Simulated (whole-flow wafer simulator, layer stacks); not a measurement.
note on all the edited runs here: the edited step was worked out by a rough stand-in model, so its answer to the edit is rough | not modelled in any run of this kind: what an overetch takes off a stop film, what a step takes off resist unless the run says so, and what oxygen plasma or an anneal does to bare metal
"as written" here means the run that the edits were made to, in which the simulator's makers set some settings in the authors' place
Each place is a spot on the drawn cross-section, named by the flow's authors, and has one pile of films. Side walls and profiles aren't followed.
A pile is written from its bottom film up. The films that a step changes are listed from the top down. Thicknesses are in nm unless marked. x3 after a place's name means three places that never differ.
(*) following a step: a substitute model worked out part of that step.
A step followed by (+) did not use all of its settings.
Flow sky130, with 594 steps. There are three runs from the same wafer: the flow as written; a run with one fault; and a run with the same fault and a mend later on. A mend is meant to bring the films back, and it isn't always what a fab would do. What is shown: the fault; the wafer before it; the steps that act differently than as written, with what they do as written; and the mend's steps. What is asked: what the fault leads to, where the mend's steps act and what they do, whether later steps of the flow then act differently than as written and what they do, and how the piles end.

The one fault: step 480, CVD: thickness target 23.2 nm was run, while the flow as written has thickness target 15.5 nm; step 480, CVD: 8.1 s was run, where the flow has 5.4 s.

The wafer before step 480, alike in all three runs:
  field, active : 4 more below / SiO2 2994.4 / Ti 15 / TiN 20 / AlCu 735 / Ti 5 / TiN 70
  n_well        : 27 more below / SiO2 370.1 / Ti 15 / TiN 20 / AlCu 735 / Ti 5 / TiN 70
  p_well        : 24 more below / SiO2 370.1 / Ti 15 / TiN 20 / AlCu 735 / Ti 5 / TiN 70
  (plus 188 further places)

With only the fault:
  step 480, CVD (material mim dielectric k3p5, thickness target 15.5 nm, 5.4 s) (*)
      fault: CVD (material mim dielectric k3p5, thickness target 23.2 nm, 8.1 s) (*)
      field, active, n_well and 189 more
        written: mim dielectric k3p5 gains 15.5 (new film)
        fault: mim dielectric k3p5 gains 23.2 (new film)
  Steps further on in the flow that do not act as written (6 more steps, not shown, differ only slightly: by at most 2% or 0.5 nm, whichever is larger):
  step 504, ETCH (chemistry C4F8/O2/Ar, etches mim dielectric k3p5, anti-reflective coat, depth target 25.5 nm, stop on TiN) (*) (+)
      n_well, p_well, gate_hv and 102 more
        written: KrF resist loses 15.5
        fault: KrF resist loses 17
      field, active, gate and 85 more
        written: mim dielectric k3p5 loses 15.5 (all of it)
        fault: mim dielectric k3p5 loses 23.2 (all of it)
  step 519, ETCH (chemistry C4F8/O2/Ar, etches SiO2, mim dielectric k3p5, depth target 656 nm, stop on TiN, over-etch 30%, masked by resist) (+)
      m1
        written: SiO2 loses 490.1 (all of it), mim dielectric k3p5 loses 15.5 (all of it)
        fault: SiO2 loses 482.4 (all of it), mim dielectric k3p5 loses 23.2 (all of it)
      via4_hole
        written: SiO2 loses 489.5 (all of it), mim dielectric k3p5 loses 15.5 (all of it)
        fault: SiO2 loses 481.8 (all of it), mim dielectric k3p5 loses 23.2 (all of it)
  By the end, the piles at n_well, p_well, gate_hv and 100 more depart from the flow's by more than 2% or 0.5 nm, whichever is larger.
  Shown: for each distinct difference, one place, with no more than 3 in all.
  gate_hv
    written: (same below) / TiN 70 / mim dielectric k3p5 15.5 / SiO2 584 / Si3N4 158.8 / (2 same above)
    fault: (same below) / TiN 70 / mim dielectric k3p5 23.2 / SiO2 576.3 / Si3N4 158.8 / (2 same above)
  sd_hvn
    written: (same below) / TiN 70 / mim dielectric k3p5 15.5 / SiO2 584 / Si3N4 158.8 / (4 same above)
    fault: (same below) / TiN 70 / mim dielectric k3p5 23.2 / SiO2 576.3 / Si3N4 158.8 / (4 same above)
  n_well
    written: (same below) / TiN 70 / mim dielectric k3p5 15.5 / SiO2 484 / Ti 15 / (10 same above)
    fault: (same below) / TiN 70 / mim dielectric k3p5 23.2 / SiO2 476.3 / Ti 15 / (10 same above)

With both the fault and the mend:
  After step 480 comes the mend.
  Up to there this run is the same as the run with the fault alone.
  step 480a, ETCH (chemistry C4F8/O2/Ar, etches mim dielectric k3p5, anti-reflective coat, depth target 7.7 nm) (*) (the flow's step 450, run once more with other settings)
      field, active, n_well and 189 more
        mim dielectric k3p5 loses 7.7
  None of the later steps of the flow acts differently than as written at any place that is followed.
  By the end, the piles equal the flow's at every place that both follow.
